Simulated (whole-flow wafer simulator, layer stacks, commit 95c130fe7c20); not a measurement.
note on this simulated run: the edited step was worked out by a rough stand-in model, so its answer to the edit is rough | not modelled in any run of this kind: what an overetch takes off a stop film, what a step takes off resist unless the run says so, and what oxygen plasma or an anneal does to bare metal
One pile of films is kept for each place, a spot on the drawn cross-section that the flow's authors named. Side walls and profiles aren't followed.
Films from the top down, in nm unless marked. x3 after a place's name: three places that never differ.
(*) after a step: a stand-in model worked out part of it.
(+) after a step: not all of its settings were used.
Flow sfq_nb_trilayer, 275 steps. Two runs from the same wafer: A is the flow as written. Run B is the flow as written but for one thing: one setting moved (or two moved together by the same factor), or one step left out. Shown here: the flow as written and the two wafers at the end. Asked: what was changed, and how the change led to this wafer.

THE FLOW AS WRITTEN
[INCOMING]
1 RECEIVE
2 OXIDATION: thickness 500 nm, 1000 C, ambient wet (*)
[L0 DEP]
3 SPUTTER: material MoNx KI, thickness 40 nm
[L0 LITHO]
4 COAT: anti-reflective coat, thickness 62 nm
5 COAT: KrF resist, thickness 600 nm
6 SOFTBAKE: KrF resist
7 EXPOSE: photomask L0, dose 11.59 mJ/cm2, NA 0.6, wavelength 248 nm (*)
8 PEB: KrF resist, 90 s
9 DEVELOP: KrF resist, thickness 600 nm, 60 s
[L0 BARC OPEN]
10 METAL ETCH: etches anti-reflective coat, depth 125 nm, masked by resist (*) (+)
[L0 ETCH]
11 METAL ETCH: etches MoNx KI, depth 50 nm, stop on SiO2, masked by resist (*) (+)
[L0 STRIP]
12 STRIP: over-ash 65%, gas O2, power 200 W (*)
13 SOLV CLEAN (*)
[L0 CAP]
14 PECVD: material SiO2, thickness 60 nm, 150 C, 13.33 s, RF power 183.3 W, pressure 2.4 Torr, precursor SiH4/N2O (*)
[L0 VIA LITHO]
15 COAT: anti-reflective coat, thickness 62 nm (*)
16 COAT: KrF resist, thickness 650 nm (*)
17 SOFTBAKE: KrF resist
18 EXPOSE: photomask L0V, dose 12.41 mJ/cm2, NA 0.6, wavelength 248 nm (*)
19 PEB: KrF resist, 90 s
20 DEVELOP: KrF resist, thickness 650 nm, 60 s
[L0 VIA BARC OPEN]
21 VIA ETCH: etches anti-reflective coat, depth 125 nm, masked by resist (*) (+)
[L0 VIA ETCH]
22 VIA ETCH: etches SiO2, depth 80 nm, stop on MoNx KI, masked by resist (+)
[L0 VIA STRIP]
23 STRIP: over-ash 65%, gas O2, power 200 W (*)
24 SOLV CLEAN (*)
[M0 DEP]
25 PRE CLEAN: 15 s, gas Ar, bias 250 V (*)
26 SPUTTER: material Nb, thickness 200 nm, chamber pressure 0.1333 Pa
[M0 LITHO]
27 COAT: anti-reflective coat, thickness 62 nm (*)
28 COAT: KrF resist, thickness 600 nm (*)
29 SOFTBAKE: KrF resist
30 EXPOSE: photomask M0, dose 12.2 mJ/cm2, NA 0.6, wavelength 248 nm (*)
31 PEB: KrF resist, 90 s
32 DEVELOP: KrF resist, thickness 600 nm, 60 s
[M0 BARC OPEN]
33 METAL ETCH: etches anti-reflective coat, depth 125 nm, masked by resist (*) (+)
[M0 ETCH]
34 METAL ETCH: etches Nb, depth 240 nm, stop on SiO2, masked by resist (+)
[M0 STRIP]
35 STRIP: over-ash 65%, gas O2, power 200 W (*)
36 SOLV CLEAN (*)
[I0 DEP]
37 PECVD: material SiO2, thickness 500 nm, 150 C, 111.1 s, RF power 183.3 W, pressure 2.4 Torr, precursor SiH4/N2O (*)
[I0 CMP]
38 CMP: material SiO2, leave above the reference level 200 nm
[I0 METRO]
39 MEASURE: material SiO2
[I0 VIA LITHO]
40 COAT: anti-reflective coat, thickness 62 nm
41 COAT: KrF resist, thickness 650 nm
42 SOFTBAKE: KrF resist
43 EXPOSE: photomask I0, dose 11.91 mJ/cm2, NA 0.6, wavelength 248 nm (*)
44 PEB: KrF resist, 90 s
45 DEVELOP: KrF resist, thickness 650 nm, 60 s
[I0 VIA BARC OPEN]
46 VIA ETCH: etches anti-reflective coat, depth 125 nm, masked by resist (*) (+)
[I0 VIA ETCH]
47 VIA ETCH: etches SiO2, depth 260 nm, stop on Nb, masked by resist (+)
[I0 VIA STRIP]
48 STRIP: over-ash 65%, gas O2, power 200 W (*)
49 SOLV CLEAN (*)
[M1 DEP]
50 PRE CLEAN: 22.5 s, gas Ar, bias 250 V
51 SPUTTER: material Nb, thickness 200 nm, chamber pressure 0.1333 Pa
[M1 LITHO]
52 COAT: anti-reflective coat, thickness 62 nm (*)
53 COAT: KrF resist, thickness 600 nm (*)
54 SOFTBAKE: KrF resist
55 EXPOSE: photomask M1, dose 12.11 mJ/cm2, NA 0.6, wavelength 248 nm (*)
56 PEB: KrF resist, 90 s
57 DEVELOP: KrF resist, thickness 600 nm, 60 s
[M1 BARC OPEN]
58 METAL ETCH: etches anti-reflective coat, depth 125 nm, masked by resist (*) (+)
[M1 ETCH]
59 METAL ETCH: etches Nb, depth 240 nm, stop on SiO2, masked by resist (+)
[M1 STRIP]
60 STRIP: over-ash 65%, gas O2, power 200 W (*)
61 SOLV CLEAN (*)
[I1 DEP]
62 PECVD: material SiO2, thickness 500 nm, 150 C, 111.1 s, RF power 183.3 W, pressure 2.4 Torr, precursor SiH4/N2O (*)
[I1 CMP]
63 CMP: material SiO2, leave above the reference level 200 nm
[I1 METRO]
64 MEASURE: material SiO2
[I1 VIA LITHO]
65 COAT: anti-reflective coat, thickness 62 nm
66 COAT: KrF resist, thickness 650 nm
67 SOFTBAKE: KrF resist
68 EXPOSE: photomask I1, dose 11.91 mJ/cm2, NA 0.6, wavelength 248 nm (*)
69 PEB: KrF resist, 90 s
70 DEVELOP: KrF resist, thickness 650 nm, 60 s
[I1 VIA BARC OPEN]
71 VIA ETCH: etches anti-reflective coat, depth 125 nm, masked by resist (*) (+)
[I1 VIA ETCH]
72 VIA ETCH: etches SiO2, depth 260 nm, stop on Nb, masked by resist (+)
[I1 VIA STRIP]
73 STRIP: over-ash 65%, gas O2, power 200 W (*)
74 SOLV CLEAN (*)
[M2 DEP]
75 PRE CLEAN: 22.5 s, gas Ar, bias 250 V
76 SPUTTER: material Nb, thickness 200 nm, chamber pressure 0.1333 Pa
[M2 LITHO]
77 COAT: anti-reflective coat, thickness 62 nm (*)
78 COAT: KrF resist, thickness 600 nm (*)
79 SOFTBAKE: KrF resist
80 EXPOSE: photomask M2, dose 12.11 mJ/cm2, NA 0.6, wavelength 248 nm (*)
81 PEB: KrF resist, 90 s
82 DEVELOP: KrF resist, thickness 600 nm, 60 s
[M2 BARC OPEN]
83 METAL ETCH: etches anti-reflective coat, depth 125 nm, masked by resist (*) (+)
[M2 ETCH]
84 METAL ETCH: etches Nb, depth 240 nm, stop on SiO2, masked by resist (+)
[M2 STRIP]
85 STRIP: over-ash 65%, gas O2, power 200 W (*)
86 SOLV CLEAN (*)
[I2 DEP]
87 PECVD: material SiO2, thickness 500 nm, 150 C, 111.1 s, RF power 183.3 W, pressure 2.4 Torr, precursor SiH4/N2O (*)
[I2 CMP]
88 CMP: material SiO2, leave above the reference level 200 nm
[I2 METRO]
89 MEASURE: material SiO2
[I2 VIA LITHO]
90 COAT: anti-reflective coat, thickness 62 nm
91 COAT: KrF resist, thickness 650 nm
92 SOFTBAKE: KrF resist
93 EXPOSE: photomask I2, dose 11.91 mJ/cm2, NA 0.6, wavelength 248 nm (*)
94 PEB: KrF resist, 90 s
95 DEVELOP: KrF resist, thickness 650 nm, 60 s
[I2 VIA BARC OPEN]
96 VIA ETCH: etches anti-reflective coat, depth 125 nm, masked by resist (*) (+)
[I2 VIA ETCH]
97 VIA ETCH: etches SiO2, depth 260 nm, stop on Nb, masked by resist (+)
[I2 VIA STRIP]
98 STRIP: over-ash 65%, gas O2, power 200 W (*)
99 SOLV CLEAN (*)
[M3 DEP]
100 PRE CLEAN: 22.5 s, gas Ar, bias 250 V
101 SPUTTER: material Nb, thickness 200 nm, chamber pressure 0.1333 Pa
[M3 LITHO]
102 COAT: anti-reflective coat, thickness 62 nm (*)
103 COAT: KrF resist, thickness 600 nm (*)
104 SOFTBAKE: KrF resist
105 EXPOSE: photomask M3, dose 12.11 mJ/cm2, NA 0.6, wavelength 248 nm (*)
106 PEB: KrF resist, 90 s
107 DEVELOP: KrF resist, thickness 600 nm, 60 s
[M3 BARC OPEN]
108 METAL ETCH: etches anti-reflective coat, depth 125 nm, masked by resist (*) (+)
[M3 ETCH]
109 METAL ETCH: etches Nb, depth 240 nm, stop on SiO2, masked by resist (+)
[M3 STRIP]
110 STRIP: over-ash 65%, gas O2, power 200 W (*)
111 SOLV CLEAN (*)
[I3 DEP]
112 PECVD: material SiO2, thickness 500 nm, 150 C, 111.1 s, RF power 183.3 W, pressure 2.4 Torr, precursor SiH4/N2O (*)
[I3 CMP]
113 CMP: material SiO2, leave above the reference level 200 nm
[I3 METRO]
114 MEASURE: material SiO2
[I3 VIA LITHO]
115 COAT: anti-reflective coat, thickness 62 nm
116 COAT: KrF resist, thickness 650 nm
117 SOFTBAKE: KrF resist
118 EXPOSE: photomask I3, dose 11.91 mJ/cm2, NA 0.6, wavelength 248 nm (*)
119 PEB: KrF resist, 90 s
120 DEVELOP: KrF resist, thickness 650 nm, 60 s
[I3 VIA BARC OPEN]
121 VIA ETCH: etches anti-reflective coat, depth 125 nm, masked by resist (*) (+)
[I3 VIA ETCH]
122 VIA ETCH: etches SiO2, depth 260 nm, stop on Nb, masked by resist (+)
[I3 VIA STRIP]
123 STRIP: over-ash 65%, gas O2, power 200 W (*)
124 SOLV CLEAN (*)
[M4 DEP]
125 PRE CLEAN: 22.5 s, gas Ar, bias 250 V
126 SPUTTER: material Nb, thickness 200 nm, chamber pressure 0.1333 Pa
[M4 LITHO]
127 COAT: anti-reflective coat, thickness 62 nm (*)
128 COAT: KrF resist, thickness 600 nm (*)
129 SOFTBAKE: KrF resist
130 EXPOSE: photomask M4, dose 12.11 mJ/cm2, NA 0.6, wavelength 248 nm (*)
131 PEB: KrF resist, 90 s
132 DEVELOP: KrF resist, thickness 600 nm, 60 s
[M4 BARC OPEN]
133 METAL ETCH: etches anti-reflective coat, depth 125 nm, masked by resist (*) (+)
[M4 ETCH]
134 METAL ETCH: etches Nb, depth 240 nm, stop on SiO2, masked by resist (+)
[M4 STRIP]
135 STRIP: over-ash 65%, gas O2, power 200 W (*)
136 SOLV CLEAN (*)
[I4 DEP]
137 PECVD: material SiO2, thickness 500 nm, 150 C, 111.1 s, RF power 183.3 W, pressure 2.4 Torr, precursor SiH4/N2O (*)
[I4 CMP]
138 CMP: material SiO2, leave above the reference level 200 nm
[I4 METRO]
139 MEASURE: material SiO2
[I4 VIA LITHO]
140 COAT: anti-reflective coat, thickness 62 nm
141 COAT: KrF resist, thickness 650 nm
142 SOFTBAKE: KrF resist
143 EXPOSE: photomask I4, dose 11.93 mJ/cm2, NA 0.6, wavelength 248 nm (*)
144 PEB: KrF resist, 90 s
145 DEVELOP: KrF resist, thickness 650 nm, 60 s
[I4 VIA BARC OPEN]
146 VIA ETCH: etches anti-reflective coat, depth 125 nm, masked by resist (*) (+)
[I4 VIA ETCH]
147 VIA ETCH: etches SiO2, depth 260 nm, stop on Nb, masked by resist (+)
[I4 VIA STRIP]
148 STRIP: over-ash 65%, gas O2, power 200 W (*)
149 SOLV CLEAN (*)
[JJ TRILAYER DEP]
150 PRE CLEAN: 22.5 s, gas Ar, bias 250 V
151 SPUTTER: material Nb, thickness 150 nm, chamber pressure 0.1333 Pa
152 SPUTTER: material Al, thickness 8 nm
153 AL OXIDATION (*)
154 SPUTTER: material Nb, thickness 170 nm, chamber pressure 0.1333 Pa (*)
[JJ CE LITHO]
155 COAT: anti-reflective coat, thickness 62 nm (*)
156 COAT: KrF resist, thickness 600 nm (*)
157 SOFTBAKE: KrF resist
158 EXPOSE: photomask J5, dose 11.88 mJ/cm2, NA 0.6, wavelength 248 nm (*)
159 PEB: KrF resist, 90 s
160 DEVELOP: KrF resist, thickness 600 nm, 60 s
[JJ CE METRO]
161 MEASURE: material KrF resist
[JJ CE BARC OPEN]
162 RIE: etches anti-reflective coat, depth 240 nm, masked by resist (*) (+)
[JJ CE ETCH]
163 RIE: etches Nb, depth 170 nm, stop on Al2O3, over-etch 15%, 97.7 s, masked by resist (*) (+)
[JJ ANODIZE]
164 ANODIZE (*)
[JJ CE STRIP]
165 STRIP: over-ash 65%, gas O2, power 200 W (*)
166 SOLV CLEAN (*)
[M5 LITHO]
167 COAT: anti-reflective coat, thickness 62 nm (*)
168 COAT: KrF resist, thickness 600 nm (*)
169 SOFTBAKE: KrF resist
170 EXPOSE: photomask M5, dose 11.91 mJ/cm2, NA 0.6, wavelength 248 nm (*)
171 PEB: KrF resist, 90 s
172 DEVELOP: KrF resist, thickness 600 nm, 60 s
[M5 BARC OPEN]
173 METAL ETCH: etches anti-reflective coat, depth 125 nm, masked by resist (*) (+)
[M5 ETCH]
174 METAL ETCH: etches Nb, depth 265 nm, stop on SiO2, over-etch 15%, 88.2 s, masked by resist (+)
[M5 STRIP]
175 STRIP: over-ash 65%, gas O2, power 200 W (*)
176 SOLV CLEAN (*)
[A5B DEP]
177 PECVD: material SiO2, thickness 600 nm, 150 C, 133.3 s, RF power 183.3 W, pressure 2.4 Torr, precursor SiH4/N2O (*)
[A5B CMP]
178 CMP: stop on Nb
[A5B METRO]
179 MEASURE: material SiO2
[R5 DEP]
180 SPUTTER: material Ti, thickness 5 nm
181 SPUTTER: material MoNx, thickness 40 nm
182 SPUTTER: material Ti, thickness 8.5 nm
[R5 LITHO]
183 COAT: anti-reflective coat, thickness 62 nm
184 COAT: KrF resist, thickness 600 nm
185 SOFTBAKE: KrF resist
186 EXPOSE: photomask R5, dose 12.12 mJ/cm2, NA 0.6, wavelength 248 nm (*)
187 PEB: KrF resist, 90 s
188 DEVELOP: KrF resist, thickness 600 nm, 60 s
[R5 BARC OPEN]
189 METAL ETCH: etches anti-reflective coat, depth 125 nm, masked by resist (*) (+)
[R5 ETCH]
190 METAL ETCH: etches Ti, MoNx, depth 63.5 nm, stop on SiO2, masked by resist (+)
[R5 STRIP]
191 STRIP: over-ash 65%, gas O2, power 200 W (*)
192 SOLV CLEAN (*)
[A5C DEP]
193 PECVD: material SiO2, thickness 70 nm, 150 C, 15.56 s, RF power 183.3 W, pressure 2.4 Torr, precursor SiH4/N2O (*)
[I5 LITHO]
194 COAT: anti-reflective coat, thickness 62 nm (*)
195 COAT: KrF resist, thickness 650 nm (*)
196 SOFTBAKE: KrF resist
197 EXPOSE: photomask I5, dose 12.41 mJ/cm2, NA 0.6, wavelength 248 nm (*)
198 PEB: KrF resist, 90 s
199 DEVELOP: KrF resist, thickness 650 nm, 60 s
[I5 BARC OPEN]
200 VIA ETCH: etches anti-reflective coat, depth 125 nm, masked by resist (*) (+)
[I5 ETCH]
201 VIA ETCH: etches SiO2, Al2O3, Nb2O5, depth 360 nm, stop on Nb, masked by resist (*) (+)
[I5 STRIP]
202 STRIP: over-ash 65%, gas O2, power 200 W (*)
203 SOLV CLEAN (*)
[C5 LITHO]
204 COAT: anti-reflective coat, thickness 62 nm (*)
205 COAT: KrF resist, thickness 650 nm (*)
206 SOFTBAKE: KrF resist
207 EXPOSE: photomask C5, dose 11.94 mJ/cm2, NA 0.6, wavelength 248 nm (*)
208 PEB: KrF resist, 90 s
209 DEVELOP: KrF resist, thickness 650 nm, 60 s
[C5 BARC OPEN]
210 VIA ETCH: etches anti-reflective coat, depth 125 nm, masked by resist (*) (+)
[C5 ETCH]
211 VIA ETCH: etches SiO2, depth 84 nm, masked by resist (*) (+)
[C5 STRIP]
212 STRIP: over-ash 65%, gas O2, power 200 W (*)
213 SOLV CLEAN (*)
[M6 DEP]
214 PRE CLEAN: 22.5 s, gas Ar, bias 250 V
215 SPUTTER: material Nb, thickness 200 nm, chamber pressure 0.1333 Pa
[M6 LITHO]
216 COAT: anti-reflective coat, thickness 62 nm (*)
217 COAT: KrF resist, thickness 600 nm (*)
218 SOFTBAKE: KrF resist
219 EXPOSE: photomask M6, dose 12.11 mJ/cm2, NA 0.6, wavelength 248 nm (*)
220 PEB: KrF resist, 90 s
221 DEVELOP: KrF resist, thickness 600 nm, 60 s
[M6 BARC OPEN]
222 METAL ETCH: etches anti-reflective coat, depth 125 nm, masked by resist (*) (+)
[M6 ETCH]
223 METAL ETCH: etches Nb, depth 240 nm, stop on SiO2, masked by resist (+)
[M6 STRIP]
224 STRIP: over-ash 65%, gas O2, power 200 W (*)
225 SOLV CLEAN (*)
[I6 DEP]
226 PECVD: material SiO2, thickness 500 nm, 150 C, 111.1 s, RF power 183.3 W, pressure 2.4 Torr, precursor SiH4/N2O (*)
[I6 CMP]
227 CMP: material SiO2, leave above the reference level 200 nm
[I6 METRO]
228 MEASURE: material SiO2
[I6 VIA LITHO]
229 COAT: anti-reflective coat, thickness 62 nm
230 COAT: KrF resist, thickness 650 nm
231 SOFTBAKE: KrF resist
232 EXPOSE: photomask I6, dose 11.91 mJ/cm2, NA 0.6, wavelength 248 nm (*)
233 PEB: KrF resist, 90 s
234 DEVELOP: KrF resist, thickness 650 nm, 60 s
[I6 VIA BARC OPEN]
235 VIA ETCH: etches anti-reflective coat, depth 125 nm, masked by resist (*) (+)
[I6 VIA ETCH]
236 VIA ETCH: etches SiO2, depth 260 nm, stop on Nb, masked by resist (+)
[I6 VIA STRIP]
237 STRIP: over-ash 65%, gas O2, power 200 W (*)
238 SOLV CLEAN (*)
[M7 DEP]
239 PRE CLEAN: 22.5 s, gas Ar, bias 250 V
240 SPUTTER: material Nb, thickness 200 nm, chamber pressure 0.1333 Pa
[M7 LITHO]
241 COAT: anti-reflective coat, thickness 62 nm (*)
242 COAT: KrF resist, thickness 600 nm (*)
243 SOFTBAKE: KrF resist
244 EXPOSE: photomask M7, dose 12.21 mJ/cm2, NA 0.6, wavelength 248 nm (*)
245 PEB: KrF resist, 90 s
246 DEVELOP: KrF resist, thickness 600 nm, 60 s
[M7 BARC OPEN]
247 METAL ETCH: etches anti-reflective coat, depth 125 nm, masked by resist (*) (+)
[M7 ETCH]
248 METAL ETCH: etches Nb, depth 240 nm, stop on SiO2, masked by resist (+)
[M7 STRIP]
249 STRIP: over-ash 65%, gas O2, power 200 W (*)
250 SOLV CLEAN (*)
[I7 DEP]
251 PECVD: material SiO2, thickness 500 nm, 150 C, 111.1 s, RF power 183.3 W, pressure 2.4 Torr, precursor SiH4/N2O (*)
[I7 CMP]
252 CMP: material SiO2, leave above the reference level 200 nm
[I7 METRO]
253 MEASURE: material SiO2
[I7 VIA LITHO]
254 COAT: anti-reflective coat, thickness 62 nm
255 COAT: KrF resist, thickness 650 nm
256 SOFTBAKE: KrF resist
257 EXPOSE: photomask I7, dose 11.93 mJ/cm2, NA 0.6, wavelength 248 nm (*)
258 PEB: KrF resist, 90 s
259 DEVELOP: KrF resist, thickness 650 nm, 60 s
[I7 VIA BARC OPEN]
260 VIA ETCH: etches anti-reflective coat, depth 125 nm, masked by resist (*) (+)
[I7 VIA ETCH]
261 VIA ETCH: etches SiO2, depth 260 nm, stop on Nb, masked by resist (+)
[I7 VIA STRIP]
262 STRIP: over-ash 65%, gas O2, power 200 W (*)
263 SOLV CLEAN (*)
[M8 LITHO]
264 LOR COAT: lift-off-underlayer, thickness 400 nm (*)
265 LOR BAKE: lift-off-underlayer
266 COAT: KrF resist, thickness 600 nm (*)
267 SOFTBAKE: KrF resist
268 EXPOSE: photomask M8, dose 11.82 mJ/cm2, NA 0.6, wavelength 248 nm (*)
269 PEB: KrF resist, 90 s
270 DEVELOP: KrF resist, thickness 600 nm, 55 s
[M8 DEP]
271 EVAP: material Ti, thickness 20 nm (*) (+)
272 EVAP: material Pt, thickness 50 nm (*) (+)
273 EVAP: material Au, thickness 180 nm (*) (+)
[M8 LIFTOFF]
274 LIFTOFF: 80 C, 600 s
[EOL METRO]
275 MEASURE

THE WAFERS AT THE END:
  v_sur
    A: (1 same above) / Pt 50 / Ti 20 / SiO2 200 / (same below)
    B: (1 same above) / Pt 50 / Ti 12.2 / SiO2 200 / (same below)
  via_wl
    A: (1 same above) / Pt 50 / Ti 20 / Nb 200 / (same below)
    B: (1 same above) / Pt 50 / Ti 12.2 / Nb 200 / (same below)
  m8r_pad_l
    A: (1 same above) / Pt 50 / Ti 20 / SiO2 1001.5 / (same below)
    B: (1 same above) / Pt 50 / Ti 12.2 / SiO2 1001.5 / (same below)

The cause: step 271, EVAP: thickness 12.2 nm was run, where the flow has thickness 20 nm.
It can be read off the wafer: v_sur has Ti 12.2, and step 271 as written asks for 20 nm.

How the change led to this, step by step:
  271 EVAP: material Ti, thickness 20 nm (*) (+)
      field_l, v_sur, via_wl and 103 more: A Ti +20 (new film) | B Ti +12.2 (new film)
  274 LIFTOFF: 80 C, 600 s
      p4_fl, p4_fm, p4_w1 and 71 more: A Au -180 (all of it), Pt -50 (all of it), Ti -20 (all of it), KrF resist -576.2 (all of it), lift-off-underlayer -400 (all of it) | B Au -180 (all of it), Pt -50 (all of it), Ti -12.2 (all of it), KrF resist -576.2 (all of it), lift-off-underlayer -400 (all of it)
      c5j, ce_r: A Au -180 (all of it), Pt -50 (all of it), Ti -20 (all of it), KrF resist -573.3 (all of it), lift-off-underlayer -399.3 (all of it) | B Au -180 (all of it), Pt -50 (all of it), Ti -12.2 (all of it), KrF resist -573.3 (all of it), lift-off-underlayer -399.3 (all of it)
      (and at 19 more places)
